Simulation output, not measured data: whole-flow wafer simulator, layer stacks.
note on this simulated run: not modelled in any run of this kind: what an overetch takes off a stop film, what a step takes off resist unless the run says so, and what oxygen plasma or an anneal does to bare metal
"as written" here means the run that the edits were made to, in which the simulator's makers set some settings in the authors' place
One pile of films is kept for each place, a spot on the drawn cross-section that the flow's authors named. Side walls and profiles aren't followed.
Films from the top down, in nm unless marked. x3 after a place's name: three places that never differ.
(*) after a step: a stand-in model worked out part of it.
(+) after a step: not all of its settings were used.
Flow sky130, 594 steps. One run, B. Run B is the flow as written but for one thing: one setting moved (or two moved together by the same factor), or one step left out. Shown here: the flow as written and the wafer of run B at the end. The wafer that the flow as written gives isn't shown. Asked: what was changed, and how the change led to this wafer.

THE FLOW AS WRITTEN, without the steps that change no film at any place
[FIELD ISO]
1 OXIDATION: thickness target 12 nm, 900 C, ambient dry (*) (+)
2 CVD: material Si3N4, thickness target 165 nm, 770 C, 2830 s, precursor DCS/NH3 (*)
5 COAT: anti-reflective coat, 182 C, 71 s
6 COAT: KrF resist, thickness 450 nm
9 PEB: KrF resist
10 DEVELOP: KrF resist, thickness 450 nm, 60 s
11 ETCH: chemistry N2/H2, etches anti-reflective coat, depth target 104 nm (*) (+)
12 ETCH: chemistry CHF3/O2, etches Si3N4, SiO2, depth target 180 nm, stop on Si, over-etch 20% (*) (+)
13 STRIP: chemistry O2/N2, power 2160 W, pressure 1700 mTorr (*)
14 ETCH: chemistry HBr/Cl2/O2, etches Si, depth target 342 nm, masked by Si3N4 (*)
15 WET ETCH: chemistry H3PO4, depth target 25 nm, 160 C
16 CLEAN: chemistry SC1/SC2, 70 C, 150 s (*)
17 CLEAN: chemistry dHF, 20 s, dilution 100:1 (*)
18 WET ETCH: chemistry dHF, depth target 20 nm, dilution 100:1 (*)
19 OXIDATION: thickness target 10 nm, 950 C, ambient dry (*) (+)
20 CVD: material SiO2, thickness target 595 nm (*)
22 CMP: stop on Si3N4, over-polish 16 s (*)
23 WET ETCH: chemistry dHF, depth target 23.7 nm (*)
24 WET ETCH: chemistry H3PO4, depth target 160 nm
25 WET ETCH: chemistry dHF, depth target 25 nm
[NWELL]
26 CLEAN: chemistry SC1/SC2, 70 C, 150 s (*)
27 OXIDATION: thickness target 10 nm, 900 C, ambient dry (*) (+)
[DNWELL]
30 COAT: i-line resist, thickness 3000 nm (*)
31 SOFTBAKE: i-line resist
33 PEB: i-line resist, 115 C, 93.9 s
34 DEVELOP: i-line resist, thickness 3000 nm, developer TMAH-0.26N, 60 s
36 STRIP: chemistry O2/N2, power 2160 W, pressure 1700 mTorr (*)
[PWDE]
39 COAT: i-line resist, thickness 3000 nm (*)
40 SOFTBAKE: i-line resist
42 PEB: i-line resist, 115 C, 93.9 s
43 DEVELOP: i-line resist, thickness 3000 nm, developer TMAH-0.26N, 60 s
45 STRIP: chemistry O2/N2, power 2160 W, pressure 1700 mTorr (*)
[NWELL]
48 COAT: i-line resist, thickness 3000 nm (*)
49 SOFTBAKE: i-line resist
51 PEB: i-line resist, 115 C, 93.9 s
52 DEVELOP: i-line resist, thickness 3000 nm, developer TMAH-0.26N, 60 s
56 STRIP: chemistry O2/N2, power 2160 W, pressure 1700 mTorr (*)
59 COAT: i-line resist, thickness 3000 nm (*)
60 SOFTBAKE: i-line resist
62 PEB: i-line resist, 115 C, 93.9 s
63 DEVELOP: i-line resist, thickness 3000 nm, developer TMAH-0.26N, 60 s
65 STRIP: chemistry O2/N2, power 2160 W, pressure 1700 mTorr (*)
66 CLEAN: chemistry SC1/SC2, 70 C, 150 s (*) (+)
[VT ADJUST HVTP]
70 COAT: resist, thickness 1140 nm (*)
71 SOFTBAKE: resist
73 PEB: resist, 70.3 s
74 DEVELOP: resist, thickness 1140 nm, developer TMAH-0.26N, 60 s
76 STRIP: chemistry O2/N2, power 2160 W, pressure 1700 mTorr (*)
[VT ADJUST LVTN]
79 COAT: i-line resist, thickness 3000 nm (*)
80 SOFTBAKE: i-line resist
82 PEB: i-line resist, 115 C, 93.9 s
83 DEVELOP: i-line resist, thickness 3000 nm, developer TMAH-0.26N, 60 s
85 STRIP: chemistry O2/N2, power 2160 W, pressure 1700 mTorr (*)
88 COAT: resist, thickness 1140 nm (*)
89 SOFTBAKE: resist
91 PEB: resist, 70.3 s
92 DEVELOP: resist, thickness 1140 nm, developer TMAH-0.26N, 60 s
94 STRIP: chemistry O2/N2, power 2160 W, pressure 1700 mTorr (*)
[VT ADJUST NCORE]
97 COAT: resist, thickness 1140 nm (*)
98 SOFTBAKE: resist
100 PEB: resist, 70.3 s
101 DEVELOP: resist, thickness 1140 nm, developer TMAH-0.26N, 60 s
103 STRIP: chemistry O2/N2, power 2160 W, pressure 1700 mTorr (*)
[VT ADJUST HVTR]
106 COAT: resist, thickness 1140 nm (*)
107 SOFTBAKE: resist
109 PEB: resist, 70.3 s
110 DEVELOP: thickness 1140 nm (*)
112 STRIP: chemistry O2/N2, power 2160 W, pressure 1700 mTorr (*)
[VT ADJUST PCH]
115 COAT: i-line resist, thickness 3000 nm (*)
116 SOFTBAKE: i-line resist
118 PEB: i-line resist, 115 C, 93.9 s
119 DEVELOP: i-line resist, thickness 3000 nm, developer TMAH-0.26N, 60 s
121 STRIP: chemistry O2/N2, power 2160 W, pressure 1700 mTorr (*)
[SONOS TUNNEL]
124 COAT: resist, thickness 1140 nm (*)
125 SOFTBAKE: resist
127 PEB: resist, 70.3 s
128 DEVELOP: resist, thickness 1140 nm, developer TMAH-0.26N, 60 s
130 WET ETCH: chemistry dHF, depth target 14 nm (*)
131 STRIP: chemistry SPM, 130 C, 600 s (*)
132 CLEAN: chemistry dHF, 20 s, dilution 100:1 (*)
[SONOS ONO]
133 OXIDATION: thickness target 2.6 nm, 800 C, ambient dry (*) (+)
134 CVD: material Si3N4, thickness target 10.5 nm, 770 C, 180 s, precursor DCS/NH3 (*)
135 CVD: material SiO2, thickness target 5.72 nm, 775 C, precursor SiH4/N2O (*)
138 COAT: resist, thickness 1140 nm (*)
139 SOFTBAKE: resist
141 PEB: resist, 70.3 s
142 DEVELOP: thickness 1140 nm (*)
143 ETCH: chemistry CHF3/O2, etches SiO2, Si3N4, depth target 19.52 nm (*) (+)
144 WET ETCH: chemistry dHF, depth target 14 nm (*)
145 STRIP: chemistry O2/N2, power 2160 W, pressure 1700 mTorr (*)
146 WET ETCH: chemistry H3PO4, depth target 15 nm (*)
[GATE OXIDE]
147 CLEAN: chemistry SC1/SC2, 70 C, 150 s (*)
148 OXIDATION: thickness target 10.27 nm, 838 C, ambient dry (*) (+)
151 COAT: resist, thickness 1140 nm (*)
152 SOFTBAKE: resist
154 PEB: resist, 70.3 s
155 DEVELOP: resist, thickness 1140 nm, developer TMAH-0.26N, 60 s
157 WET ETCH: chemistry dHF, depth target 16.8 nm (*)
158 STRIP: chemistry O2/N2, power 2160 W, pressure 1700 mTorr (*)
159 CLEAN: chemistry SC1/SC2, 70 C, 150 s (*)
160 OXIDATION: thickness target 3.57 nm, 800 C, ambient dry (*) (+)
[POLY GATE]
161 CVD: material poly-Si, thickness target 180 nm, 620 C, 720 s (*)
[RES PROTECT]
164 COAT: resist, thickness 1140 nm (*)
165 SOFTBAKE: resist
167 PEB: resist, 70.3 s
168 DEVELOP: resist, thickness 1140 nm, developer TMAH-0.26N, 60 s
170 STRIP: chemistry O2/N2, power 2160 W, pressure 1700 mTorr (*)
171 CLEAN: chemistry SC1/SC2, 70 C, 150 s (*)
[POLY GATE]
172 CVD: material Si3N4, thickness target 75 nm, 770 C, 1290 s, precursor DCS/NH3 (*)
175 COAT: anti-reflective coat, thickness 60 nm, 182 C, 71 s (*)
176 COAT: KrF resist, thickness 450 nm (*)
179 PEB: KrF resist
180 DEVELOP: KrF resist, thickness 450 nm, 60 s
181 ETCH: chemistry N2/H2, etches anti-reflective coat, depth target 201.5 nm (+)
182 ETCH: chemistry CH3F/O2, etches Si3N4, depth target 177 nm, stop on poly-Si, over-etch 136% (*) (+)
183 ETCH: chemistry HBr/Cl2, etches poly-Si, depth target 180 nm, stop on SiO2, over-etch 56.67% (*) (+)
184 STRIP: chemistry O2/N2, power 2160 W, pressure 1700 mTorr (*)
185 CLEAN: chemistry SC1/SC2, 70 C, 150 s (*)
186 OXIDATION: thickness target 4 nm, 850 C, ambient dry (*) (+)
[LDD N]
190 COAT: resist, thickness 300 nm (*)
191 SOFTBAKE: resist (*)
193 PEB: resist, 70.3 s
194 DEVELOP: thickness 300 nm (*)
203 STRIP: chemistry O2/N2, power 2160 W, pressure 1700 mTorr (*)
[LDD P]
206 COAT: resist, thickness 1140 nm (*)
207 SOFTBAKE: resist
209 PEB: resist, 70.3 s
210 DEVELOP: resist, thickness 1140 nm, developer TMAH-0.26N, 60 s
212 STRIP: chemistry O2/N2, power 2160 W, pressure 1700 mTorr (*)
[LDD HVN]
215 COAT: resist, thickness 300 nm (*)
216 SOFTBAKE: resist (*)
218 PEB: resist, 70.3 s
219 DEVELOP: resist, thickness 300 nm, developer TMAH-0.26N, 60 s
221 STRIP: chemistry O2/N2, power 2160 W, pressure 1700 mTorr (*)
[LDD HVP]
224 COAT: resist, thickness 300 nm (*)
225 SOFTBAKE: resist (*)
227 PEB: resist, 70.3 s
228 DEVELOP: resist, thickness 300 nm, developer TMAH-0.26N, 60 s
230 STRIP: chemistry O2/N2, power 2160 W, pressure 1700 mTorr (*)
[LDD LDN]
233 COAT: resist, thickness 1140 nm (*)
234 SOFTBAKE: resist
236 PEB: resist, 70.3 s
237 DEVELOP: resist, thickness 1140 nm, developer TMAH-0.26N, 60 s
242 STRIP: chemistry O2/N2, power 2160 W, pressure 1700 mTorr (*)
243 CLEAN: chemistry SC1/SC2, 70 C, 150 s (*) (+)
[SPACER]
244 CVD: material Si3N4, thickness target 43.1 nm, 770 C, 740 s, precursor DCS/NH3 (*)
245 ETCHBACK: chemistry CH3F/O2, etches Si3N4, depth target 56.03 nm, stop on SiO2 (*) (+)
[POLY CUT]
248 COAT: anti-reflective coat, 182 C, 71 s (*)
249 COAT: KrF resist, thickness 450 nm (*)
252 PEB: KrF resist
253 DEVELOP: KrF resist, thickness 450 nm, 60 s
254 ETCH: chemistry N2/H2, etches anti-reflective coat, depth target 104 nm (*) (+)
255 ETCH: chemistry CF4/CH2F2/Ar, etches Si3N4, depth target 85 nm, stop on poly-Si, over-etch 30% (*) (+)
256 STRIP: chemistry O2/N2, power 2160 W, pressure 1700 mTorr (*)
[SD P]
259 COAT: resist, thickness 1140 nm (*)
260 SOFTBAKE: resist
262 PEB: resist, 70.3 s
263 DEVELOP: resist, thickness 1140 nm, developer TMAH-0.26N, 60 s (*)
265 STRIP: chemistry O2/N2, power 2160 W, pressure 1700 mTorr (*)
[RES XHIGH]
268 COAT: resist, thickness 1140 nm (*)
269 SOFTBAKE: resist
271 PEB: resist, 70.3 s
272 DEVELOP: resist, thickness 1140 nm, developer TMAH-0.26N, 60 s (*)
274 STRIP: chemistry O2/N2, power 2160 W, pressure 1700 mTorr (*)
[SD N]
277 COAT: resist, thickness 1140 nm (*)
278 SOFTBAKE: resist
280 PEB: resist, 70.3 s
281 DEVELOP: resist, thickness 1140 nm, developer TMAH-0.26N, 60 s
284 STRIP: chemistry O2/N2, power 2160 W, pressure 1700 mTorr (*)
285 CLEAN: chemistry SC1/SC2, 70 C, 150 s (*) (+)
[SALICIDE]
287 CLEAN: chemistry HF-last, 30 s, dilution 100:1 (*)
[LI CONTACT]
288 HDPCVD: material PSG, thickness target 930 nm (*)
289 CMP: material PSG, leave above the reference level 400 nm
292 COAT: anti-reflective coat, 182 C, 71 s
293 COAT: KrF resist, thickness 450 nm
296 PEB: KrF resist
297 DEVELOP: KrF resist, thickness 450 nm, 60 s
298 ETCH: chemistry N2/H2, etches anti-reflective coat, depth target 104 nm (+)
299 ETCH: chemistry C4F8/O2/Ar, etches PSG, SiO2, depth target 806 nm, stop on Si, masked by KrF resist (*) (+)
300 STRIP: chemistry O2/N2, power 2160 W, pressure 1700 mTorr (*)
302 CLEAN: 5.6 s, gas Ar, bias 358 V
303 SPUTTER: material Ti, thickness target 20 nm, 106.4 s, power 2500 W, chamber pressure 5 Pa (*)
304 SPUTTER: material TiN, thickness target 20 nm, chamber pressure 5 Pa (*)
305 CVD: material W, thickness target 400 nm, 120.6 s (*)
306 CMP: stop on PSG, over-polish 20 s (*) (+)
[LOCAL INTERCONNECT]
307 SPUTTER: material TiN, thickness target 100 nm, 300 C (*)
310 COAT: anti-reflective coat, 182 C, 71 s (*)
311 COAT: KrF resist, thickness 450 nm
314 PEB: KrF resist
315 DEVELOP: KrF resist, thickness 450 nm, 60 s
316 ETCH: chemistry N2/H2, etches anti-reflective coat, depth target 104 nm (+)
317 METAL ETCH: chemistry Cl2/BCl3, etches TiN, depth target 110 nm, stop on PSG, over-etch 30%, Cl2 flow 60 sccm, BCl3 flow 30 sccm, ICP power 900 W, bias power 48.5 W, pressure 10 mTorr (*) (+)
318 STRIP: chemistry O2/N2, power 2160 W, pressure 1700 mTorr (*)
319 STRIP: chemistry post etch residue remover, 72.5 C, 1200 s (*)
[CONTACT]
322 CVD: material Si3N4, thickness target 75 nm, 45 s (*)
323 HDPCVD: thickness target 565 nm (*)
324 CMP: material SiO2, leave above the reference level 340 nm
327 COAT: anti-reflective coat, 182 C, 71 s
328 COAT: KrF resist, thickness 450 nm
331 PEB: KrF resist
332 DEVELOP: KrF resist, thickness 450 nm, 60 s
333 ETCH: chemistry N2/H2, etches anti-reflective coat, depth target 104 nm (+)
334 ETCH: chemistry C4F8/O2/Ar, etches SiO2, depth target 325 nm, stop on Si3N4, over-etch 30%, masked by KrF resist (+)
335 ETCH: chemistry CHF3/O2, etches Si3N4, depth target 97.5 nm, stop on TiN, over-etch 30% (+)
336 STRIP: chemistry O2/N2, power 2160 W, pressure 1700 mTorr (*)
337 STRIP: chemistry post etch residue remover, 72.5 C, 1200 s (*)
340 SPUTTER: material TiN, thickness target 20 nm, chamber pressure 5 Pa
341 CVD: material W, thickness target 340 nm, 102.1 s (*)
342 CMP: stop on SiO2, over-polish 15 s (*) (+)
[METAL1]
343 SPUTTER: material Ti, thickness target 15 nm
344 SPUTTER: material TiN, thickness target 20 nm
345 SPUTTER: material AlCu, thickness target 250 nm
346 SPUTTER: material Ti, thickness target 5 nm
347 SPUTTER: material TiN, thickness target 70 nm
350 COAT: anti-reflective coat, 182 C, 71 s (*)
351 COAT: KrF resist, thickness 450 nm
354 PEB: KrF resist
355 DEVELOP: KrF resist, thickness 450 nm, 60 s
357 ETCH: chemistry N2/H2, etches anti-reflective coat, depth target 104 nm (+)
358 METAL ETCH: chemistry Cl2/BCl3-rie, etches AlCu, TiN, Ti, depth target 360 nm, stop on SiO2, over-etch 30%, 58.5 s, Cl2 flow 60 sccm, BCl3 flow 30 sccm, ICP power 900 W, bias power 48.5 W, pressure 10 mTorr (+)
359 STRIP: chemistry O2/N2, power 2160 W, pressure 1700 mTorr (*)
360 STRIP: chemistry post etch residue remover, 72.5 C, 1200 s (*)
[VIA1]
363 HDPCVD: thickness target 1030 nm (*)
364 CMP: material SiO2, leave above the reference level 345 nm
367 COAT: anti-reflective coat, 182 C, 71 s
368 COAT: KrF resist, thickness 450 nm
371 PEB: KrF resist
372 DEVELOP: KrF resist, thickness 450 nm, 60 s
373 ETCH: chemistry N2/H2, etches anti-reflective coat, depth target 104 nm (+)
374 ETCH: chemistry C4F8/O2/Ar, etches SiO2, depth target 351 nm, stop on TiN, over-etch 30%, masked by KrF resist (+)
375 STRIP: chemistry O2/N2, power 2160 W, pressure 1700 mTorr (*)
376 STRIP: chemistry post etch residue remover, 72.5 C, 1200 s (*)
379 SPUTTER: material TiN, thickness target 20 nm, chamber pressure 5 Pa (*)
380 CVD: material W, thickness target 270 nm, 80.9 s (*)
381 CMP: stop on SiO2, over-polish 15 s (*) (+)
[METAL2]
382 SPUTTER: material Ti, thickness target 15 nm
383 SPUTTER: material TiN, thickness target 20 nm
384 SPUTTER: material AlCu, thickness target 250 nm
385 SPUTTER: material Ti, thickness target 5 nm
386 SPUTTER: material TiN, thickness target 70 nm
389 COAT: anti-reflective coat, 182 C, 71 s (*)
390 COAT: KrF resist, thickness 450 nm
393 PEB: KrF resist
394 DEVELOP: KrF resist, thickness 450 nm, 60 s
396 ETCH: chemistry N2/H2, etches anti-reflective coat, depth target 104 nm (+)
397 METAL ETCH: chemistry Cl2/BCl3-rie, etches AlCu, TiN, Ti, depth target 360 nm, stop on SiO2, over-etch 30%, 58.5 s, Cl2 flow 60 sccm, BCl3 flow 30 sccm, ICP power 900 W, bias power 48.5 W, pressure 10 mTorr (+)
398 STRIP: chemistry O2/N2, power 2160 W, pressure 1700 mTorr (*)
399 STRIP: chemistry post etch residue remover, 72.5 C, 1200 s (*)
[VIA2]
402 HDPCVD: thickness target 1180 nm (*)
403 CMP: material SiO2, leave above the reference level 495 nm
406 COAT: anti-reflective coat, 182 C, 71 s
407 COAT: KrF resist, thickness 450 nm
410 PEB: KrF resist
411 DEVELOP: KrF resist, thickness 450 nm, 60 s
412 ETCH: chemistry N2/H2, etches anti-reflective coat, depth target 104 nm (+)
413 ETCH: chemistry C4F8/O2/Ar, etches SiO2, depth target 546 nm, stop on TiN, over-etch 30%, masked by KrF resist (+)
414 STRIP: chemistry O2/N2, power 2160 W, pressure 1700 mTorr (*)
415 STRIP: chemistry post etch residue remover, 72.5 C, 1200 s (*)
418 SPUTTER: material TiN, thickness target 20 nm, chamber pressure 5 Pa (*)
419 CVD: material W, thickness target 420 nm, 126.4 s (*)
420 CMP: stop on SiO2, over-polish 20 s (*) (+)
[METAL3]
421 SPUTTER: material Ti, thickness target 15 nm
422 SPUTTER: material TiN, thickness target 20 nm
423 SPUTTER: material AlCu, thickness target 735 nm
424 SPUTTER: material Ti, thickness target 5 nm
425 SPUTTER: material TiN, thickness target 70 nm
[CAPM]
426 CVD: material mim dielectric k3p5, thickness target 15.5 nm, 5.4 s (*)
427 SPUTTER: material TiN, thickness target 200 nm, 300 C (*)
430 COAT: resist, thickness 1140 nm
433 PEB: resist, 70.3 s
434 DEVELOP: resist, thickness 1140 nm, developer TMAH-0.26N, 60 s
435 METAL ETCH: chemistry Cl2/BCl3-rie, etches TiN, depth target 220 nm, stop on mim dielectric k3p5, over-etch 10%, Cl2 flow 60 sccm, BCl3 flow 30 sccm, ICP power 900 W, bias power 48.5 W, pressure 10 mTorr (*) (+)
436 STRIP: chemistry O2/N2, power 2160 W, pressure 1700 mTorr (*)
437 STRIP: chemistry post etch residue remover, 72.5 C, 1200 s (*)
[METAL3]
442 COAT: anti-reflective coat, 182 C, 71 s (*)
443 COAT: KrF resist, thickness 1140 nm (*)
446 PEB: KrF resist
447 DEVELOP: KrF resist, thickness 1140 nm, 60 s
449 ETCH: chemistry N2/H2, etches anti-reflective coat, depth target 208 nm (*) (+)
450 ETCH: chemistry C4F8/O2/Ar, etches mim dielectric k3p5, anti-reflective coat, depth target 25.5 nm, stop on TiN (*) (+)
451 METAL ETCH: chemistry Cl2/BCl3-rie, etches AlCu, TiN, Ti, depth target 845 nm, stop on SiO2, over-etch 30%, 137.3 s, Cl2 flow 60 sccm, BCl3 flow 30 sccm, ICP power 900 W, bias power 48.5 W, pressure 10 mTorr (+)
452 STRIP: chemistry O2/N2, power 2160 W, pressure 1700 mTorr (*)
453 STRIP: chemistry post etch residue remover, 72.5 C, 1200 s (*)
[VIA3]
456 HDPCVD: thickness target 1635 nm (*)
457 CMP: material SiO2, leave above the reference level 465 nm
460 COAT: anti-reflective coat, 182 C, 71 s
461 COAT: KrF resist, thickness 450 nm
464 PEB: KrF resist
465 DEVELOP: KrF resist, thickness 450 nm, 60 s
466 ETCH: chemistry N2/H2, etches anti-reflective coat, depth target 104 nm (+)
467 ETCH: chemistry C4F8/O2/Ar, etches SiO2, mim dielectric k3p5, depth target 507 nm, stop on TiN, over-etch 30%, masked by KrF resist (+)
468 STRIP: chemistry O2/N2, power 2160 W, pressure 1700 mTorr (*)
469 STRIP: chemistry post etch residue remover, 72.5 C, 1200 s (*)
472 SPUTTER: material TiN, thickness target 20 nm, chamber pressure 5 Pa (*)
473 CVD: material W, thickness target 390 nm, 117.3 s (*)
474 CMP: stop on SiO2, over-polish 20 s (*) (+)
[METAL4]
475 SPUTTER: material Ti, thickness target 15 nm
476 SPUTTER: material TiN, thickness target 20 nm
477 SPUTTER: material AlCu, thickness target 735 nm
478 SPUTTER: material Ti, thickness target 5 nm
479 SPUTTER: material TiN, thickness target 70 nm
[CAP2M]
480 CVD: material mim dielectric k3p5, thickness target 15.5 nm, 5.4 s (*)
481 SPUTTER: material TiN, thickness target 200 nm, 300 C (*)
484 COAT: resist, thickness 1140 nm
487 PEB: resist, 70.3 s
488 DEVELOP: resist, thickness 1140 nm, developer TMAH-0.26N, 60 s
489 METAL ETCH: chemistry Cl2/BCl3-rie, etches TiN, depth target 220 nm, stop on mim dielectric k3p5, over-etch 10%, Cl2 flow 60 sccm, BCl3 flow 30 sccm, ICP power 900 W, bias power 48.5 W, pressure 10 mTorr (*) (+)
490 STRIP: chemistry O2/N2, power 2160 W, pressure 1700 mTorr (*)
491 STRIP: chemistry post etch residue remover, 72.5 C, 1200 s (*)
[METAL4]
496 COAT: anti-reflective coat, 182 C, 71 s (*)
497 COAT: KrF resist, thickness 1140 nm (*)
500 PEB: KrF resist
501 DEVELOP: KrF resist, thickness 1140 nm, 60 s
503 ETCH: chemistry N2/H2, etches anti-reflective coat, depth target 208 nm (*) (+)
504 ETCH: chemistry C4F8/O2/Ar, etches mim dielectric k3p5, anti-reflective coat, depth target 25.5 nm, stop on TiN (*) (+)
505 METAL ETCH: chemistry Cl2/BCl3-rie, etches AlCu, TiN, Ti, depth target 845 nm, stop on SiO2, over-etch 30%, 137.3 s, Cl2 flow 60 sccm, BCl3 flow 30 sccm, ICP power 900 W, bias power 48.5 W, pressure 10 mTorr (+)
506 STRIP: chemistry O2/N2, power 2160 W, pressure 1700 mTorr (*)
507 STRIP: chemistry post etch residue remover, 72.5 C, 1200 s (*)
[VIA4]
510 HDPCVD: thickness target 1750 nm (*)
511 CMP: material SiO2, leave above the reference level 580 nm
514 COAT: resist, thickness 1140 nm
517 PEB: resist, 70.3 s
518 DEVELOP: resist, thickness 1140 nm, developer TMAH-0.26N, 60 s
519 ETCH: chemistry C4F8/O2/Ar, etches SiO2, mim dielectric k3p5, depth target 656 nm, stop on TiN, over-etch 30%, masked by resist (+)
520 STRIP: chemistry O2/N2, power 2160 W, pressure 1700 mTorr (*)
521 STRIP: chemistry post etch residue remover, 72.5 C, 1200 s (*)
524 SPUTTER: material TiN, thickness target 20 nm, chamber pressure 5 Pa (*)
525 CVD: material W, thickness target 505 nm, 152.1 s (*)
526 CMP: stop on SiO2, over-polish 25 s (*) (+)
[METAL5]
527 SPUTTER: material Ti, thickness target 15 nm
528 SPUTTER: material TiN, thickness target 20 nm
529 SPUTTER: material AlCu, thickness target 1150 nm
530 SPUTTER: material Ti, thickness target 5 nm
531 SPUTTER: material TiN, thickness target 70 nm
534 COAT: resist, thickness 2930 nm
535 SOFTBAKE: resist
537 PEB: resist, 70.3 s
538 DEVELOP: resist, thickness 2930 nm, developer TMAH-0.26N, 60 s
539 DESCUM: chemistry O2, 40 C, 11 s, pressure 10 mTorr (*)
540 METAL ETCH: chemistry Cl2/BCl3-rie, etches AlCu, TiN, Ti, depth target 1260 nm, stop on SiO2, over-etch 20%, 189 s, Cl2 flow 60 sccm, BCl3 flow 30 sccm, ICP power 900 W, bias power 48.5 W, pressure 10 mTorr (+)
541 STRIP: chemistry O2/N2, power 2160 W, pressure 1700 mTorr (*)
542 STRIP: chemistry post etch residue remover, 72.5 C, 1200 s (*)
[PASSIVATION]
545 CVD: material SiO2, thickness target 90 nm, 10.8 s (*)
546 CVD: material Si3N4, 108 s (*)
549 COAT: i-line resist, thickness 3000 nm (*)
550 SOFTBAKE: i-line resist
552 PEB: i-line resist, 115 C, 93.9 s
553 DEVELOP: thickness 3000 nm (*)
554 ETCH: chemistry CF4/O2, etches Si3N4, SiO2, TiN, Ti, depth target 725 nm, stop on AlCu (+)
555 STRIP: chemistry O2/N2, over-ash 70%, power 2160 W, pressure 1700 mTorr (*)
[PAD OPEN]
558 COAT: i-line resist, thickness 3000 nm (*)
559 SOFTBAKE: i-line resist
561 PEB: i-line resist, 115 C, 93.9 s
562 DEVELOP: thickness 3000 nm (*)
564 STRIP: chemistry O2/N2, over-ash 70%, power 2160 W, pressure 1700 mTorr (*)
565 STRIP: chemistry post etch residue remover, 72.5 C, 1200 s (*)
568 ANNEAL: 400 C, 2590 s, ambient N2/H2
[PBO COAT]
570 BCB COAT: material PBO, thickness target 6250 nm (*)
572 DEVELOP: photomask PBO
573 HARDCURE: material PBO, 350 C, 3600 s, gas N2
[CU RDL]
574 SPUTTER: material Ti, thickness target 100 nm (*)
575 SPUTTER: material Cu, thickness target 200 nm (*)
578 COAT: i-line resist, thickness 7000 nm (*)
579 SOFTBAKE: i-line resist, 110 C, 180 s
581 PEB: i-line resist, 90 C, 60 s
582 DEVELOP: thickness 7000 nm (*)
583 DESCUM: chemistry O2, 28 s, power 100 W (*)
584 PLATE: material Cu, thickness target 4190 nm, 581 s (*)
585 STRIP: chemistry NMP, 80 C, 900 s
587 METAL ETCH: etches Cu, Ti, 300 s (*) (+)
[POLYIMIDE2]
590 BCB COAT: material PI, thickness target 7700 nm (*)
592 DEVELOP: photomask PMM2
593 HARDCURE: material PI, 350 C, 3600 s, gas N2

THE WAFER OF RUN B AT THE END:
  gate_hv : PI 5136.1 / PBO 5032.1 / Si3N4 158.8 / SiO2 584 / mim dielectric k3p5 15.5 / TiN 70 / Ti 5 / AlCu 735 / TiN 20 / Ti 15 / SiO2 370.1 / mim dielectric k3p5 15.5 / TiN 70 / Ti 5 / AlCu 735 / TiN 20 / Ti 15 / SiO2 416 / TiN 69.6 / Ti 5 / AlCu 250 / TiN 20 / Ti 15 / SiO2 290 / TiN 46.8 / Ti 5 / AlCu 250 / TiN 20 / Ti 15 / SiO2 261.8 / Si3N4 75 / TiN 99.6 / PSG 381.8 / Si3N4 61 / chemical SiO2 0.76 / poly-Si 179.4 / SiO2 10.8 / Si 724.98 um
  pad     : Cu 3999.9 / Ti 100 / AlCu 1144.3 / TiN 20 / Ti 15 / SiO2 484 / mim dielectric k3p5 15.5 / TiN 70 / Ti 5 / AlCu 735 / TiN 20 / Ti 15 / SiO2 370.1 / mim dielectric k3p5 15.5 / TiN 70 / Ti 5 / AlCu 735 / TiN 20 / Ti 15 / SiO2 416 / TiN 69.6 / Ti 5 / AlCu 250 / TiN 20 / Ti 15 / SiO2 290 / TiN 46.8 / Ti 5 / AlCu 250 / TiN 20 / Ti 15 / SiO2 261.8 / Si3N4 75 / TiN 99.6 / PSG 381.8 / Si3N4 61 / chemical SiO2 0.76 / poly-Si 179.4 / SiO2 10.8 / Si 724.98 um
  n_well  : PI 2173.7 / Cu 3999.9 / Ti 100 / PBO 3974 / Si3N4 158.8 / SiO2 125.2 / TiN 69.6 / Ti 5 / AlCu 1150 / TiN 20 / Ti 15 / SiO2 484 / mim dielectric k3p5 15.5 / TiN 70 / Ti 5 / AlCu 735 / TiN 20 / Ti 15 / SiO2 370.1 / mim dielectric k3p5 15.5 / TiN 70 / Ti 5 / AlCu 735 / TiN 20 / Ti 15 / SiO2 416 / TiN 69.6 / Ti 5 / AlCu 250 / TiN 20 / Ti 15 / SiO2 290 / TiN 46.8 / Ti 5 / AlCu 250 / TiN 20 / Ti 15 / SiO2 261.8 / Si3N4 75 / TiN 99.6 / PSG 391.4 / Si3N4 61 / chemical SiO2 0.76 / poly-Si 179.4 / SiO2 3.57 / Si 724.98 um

The cause: step 347, SPUTTER: thickness target 47.2 nm was run, where the flow has thickness target 70 nm.

How the change led to this, step by step:
  347 SPUTTER: material TiN, thickness target 70 nm
      field, active, n_well and 188 more: TiN +47.2 (new film) (as written it would be: TiN +70 (new film))
  358 METAL ETCH: chemistry Cl2/BCl3-rie, etches AlCu, TiN, Ti, depth target 360 nm, stop on SiO2, over-etch 30%, 58.5 s, Cl2 flow 60 sccm, BCl3 flow 30 sccm, ICP power 900 W, bias power 48.5 W, pressure 10 mTorr (+)
      field, active, gate and 81 more: TiN -45.9 (all of it), Ti -5 (all of it), AlCu -250 (all of it), TiN -20 (all of it), Ti -15 (all of it), SiO2 -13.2 (as written it would be: TiN -68.7 (all of it), Ti -5 (all of it), AlCu -250 (all of it), TiN -20 (all of it), Ti -15 (all of it), SiO2 -10.9)
  364 CMP: material SiO2, leave above the reference level 345 nm
      n_well, p_well, gate_hv and 100 more: SiO2 -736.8 (as written it would be: SiO2 -759.6)
      poly_licon, ndiff_licon, ndiff_licon_cpp, rpo_hd_licon: SiO2 -736.2 (as written it would be: SiO2 -759)
  374 ETCH: chemistry C4F8/O2/Ar, etches SiO2, depth target 351 nm, stop on TiN, over-etch 30%, masked by KrF resist (+)
      m1, via1_hole: SiO2 -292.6 (all of it) (as written it would be: SiO2 -269.8 (all of it))
  380 CVD: material W, thickness target 270 nm, 80.9 s (*)
      m1, via1_hole: W +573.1 (new film) (as written it would be: W +549.9 (new film))
